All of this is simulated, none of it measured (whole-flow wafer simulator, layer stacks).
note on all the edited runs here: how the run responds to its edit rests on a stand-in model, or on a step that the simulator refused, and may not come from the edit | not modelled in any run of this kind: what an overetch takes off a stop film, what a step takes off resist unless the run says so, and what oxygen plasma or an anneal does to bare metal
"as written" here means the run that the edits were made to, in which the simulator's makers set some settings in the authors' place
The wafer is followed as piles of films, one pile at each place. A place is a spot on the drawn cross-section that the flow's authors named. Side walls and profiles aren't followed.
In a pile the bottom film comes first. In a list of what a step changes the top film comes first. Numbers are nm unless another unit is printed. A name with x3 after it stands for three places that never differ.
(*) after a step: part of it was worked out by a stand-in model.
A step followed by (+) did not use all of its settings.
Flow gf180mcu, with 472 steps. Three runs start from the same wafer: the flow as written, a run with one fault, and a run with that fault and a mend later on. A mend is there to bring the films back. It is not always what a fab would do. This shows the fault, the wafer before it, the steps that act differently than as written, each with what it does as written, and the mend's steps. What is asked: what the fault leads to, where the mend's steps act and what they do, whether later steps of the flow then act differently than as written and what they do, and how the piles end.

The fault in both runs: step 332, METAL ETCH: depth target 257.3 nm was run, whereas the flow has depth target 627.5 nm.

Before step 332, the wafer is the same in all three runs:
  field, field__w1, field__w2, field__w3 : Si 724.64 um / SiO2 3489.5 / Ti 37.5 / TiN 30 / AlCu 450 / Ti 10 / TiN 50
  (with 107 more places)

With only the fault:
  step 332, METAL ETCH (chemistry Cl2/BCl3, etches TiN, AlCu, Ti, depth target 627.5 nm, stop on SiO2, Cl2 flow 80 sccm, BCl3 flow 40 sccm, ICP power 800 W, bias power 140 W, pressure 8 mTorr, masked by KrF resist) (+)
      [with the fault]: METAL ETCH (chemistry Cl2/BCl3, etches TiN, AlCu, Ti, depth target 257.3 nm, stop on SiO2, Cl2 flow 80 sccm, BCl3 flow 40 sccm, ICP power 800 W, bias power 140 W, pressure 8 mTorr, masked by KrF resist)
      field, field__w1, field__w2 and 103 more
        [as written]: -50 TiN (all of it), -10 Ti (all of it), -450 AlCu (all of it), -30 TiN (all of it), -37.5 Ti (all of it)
        [with the fault]: -50 TiN (all of it), -10 Ti (all of it), -197.3 AlCu
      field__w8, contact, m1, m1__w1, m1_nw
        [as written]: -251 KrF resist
        [with the fault]: -102.9 KrF resist
  Later steps of the flow acting differently than as written:
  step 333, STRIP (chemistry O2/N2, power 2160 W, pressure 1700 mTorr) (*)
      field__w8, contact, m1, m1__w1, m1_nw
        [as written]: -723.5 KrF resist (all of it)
        [with the fault]: -871.6 KrF resist (all of it)
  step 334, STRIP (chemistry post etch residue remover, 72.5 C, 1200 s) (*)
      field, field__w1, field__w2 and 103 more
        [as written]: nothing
        [with the fault]: -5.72 AlCu
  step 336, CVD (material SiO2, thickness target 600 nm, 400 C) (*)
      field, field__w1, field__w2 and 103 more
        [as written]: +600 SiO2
        [with the fault]: +600 SiO2 (new film)
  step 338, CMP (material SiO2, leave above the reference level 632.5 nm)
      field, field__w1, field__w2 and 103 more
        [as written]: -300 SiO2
        [with the fault]: -614.5 SiO2
  By the end, the piles at field, field__w1, field__w2 and 104 more depart from the flow's by more than 2% or 0.5 nm, whichever is larger.
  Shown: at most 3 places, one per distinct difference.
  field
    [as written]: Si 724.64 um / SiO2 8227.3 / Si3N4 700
    [with the fault]: Si 724.64 um / SiO2 3489.5 / Ti 37.5 / TiN 30 / AlCu 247 / SiO2 4423.3 / Si3N4 700
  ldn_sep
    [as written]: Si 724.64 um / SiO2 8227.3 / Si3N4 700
    [with the fault]: Si 724.64 um / SiO2 3489.4 / Ti 37.5 / TiN 30 / AlCu 247 / SiO2 4423.3 / Si3N4 700
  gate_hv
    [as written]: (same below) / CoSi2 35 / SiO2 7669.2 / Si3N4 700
    [with the fault]: (same below) / CoSi2 35 / SiO2 2931.3 / Ti 37.5 / TiN 30 / AlCu 247 / SiO2 4423.3 / Si3N4 700

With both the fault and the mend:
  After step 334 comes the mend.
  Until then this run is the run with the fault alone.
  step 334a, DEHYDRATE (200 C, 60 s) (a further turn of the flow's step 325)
      leaves every film unchanged at each place that is followed
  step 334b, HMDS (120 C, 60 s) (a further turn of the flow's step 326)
      leaves every film unchanged at each place that is followed
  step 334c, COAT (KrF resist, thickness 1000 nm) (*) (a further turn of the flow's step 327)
      iso_ptap_pw, iso_ntap_nw, iso_nw_fld and 33 more
        +1000 KrF resist (new film)
      field__w5, field__w9, field_sub__w1 and 15 more
        +1001.7 KrF resist (new film)
      field__w6, field_sub, p_well and 9 more
        +1001.8 KrF resist (new film)
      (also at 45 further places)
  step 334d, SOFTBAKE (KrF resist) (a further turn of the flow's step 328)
      leaves every film unchanged at each place that is followed
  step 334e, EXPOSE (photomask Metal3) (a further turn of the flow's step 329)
      leaves every film unchanged at each place that is followed
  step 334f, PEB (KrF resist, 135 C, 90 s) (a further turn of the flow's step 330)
      field__w1, field__w2, field__w3 and 60 more
        -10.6 KrF resist
      iso_ptap_pw, iso_ntap_nw, iso_nw_fld and 33 more
        -10.5 KrF resist
      field__w8, m1
        -7.34 KrF resist
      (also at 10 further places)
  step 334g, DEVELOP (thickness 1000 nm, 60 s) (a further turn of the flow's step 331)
      iso_ptap_pw, iso_ntap_nw, iso_nw_fld and 33 more
        -989.5 KrF resist (all of it)
      field_sub__w2, field_sub__w4, ld_gate_n and 13 more
        -991.1 KrF resist (all of it)
      field__w5, field__w6, field__w9 and 9 more
        -991.2 KrF resist (all of it)
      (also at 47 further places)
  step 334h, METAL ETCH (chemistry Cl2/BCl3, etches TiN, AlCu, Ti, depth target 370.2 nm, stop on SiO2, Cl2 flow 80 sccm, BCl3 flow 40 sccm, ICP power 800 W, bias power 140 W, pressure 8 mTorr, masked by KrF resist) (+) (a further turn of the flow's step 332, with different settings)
      field, field__w1, field__w2 and 103 more
        -247 AlCu (all of it), -30 TiN (all of it), -37.5 Ti (all of it)
      field__w8, contact, m1, m1__w1, m1_nw
        -148.1 KrF resist
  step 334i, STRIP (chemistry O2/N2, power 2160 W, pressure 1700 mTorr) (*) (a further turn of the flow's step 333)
      field__w8
        -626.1 KrF resist (all of it)
      contact
        -624.6 KrF resist (all of it)
      m1
        -625.9 KrF resist (all of it)
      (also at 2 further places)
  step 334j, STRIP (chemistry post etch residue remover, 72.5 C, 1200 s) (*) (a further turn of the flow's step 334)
      field__w8, contact, m1, m1__w1, m1_nw
        -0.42 TiN
  None of the later steps of the flow differs from how it acts as written, at any place that is followed, by more than 2% or 0.5 nm, whichever is larger.
  When the end is reached, the piles differ only a little from the flow's at the places that both follow, at most by 2% or 0.5 nm, whichever is larger.
